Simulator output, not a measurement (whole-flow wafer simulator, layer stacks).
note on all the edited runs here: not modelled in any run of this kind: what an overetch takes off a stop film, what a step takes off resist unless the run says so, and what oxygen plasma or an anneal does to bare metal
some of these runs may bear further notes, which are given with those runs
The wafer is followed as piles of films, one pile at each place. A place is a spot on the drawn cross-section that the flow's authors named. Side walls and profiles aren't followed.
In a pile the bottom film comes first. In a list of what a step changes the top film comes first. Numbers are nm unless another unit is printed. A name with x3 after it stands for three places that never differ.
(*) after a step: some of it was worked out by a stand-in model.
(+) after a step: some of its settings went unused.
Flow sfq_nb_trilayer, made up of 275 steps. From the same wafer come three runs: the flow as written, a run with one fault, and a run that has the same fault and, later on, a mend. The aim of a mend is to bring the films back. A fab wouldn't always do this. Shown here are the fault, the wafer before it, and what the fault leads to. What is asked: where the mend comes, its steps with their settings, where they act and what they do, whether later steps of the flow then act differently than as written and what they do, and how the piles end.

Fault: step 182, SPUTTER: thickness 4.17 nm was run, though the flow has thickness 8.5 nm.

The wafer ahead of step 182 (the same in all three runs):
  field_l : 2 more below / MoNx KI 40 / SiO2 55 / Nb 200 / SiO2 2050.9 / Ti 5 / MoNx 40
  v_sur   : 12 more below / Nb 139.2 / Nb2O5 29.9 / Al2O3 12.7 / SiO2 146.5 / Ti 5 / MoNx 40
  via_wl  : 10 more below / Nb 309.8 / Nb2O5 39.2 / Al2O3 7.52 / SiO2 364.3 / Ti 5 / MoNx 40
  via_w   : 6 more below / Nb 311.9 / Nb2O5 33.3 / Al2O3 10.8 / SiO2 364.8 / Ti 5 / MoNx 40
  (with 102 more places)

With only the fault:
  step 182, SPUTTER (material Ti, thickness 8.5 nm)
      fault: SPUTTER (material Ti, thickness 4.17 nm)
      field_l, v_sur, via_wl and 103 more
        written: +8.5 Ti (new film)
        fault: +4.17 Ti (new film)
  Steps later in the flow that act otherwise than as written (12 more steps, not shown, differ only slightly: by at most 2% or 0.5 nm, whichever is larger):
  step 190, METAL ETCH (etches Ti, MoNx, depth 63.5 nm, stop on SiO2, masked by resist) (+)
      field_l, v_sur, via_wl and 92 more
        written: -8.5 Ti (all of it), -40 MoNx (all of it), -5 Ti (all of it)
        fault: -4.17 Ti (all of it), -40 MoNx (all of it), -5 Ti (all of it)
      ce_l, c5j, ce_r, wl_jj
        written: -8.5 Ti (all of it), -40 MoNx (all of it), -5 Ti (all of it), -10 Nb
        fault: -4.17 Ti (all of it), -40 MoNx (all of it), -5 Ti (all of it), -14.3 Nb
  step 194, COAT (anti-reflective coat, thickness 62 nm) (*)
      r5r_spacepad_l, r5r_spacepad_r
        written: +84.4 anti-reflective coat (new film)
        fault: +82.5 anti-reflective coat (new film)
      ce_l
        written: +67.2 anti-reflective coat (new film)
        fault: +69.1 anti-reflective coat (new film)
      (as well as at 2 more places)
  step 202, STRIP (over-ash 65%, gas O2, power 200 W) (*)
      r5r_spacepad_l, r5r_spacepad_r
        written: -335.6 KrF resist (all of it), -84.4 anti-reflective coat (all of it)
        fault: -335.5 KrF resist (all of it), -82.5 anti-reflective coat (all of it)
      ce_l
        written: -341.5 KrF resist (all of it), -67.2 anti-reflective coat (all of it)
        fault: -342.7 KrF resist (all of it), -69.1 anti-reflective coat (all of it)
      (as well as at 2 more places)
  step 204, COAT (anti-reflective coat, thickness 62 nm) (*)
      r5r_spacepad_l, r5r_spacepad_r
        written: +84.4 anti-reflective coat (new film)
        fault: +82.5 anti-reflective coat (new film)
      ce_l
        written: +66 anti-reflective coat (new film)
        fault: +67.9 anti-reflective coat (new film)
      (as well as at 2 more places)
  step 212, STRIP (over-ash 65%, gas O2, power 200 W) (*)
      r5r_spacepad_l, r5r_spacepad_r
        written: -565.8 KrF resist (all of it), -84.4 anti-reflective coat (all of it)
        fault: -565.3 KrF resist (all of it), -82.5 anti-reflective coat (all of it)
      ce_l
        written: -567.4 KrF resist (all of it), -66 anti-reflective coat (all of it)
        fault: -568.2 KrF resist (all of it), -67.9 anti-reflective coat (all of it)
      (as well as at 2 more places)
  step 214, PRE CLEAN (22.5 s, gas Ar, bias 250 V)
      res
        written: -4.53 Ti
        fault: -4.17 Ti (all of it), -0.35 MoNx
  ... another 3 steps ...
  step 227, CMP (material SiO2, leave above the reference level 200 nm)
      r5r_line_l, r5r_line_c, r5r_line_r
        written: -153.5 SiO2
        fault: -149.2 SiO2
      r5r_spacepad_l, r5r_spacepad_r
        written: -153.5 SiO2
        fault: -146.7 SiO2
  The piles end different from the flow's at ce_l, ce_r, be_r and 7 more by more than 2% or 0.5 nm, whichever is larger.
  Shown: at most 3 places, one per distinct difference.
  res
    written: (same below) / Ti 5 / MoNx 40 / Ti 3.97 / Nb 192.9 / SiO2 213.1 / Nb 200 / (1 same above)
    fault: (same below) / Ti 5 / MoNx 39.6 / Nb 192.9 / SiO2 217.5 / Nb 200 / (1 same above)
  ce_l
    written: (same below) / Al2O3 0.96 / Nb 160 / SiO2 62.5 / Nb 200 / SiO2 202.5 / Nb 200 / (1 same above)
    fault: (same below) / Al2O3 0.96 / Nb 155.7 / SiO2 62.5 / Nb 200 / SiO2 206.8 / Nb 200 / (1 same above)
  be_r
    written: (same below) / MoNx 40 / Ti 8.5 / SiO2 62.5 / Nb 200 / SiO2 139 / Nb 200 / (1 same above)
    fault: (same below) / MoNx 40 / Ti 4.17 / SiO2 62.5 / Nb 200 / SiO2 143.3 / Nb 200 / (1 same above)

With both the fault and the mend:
  The mend follows step 188.
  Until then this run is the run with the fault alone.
  step 188a, STRIP (over-ash 65%, gas O2, power 200 W) (*)
      field_l, v_sur, via_wl and 96 more
        -62 anti-reflective coat (all of it)
      be_r, r_sur, res, r_end, r5r_line_l, r5r_line_c, r5r_line_r
        -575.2 KrF resist (all of it), -62 anti-reflective coat (all of it)
  step 188b, SPUTTER (material Ti, thickness 4.33 nm) (a further turn of the flow's step 182, with different settings)
      field_l, v_sur, via_wl and 103 more
        +4.33 Ti
  step 188c, COAT (anti-reflective coat, thickness 62 nm) (a further turn of the flow's step 183)
      field_l, v_sur, via_wl and 103 more
        +62 anti-reflective coat (new film)
  step 188d, COAT (KrF resist, thickness 600 nm) (a further turn of the flow's step 184)
      field_l, v_sur, via_wl and 103 more
        +600 KrF resist (new film)
  step 188e, SOFTBAKE (KrF resist) (a further turn of the flow's step 185)
      leaves every film unchanged at each place that is followed
  step 188f, EXPOSE (photomask R5, dose 12.12 mJ/cm2, NA 0.6, wavelength 248 nm) (*) (a further turn of the flow's step 186)
      leaves every film unchanged at each place that is followed
  step 188g, PEB (KrF resist, 90 s) (a further turn of the flow's step 187)
      field_l, v_sur, via_wl and 103 more
        -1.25 KrF resist
  step 188h, DEVELOP (KrF resist, thickness 600 nm, 60 s) (a further turn of the flow's step 188)
      field_l, v_sur, via_wl and 96 more
        -598.7 KrF resist (all of it)
      be_r, r_sur, res, r_end, r5r_line_l, r5r_line_c, r5r_line_r
        -23.5 KrF resist
  Later steps of the flow that are run all act as written at every place that is followed.
  By the end, the piles equal the flow's at every place that both follow.
